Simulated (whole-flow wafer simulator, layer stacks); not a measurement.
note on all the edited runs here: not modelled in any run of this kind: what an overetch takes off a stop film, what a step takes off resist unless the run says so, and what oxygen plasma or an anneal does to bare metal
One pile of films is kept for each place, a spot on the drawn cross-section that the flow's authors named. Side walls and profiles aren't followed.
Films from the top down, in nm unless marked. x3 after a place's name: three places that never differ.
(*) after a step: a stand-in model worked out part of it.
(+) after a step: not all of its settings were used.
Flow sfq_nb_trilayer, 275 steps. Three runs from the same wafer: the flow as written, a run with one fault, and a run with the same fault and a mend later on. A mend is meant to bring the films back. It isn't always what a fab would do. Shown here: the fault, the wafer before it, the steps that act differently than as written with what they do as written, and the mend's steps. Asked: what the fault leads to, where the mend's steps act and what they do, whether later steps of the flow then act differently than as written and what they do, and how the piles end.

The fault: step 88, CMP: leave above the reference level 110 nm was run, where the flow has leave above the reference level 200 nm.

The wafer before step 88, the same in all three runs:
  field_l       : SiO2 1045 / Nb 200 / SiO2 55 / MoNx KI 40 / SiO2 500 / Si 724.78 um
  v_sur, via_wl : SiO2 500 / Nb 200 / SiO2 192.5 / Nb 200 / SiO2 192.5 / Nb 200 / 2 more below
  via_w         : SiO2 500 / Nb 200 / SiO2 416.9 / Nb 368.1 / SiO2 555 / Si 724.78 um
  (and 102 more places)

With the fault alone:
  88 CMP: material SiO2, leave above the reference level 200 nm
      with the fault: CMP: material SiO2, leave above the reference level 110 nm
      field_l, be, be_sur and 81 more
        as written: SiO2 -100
        with the fault: SiO2 -190
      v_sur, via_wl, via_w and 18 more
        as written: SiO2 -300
        with the fault: SiO2 -390
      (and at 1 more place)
  Later steps of the flow that act differently than as written (3 more steps differ only slightly, by at most 2% or 0.5 nm, whichever is larger, and aren't shown):
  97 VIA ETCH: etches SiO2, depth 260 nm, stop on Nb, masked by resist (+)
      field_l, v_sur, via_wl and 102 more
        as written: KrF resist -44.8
        with the fault: KrF resist -28.4
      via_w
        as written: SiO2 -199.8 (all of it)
        with the fault: SiO2 -109.8 (all of it)
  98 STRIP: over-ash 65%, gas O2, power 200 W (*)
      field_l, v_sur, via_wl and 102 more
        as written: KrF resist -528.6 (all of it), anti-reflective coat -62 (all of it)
        with the fault: KrF resist -545 (all of it), anti-reflective coat -62 (all of it)
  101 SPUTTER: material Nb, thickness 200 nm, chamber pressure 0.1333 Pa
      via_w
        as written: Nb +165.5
        with the fault: Nb +185.5
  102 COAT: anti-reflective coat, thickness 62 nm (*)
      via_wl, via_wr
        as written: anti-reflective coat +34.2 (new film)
        with the fault: anti-reflective coat +31.4 (new film)
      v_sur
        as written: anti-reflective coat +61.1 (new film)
        with the fault: anti-reflective coat +56.6 (new film)
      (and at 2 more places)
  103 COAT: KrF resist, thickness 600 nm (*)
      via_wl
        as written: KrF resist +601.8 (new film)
        with the fault: KrF resist +615.2 (new film)
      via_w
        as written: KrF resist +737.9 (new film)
        with the fault: KrF resist +657 (new film)
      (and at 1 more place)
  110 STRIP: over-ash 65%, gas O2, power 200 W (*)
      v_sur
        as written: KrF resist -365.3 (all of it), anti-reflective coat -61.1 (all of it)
        with the fault: KrF resist -376.5 (all of it), anti-reflective coat -56.6 (all of it)
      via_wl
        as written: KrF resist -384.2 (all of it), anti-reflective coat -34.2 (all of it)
        with the fault: KrF resist -397.5 (all of it), anti-reflective coat -31.4 (all of it)
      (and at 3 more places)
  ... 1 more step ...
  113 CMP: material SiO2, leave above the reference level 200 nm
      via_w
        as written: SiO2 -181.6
        with the fault: SiO2 -176.6
  At the end the piles differ from the flow's by more than 2% or 0.5 nm, whichever is larger, at field_l, v_sur, via_wl and 103 more.
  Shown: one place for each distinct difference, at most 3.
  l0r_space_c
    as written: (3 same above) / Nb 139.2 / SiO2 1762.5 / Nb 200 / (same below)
    with the fault: (3 same above) / Nb 139.2 / SiO2 1672.5 / Nb 200 / (same below)
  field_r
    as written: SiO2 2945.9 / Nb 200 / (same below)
    with the fault: SiO2 2855.9 / Nb 200 / (same below)
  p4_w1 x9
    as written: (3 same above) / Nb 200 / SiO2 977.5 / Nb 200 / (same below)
    with the fault: (3 same above) / Nb 200 / SiO2 887.5 / Nb 200 / (same below)

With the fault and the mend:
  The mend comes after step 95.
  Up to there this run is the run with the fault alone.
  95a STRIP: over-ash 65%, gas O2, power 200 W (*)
      field_l, v_sur, via_wl and 102 more
        KrF resist -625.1 (all of it), anti-reflective coat -62 (all of it)
      via_w
        anti-reflective coat -62 (all of it)
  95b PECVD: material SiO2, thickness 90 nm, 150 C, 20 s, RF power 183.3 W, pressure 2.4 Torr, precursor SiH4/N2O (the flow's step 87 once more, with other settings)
      field_l, v_sur, via_wl and 103 more
        SiO2 +90
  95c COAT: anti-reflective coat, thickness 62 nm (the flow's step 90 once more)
      field_l, v_sur, via_wl and 103 more
        anti-reflective coat +62 (new film)
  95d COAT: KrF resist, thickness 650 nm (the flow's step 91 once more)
      field_l, v_sur, via_wl and 103 more
        KrF resist +650 (new film)
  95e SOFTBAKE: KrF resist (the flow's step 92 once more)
      changes no film at any place that is followed
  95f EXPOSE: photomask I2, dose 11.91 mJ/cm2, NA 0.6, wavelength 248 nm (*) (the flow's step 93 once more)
      changes no film at any place that is followed
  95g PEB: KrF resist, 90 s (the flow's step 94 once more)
      field_l, v_sur, via_wl and 103 more
        KrF resist -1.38
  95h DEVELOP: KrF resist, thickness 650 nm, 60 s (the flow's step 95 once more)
      field_l, v_sur, via_wl and 102 more
        KrF resist -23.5
      via_w
        KrF resist -648.6 (all of it)
  No later step of the flow acts differently than as written, at any place that is followed, by more than 2% or 0.5 nm, whichever is larger.
  At the end the piles are the same as the flow's at every place that both follow.
